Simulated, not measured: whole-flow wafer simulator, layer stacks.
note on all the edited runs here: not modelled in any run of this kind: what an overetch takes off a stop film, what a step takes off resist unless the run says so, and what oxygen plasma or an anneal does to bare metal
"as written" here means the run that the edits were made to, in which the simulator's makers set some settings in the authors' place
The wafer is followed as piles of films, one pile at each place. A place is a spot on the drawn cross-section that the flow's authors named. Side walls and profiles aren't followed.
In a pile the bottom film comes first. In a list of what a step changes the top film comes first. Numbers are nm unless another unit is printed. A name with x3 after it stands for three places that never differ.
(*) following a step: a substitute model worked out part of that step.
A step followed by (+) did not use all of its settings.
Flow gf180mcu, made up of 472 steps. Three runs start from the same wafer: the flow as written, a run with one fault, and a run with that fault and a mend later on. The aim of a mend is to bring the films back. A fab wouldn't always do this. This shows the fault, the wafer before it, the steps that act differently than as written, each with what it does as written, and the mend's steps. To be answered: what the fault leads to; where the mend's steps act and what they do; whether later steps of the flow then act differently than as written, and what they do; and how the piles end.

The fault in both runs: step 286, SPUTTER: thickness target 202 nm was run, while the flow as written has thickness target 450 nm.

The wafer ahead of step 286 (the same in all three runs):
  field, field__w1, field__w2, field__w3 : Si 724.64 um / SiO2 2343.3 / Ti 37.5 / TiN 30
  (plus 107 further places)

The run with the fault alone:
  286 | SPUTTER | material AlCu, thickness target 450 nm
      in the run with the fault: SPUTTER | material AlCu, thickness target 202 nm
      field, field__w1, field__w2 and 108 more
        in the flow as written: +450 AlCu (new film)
        in the run with the fault: +202 AlCu (new film)
  Later steps of the flow acting differently than as written:
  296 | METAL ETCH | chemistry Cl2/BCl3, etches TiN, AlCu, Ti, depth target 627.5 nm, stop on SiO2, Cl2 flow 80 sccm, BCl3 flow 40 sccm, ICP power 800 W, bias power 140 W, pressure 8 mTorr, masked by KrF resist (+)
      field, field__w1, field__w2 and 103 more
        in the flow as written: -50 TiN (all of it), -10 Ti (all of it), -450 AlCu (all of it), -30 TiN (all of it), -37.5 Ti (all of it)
        in the run with the fault: -50 TiN (all of it), -10 Ti (all of it), -202 AlCu (all of it), -30 TiN (all of it), -37.5 Ti (all of it)
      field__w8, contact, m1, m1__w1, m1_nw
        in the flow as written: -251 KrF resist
        in the run with the fault: -197.7 KrF resist
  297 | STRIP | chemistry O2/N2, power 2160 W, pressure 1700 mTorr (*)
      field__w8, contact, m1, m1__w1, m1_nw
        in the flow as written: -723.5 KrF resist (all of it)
        in the run with the fault: -776.8 KrF resist (all of it)
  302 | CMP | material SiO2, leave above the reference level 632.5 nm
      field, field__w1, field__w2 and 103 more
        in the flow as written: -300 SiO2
        in the run with the fault: -548 SiO2
  The piles end different from the flow's at field, field__w1, field__w2 and 109 more by more than 2% or 0.5 nm, whichever is larger.
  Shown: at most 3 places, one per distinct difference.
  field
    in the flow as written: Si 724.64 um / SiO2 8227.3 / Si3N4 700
    in the run with the fault: Si 724.64 um / SiO2 7979.3 / Si3N4 700
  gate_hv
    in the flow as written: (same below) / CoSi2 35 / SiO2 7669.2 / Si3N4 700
    in the run with the fault: (same below) / CoSi2 35 / SiO2 7421.2 / Si3N4 700
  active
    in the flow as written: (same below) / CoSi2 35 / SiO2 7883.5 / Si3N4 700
    in the run with the fault: (same below) / CoSi2 35 / SiO2 7635.5 / Si3N4 700

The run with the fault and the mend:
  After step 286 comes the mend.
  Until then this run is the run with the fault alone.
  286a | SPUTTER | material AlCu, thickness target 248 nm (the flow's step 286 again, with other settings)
      field, field__w1, field__w2 and 108 more
        +248 AlCu
  Later steps of the flow that are run all act as written at every place that is followed.
  By the end, the piles equal the flow's at every place that both follow.
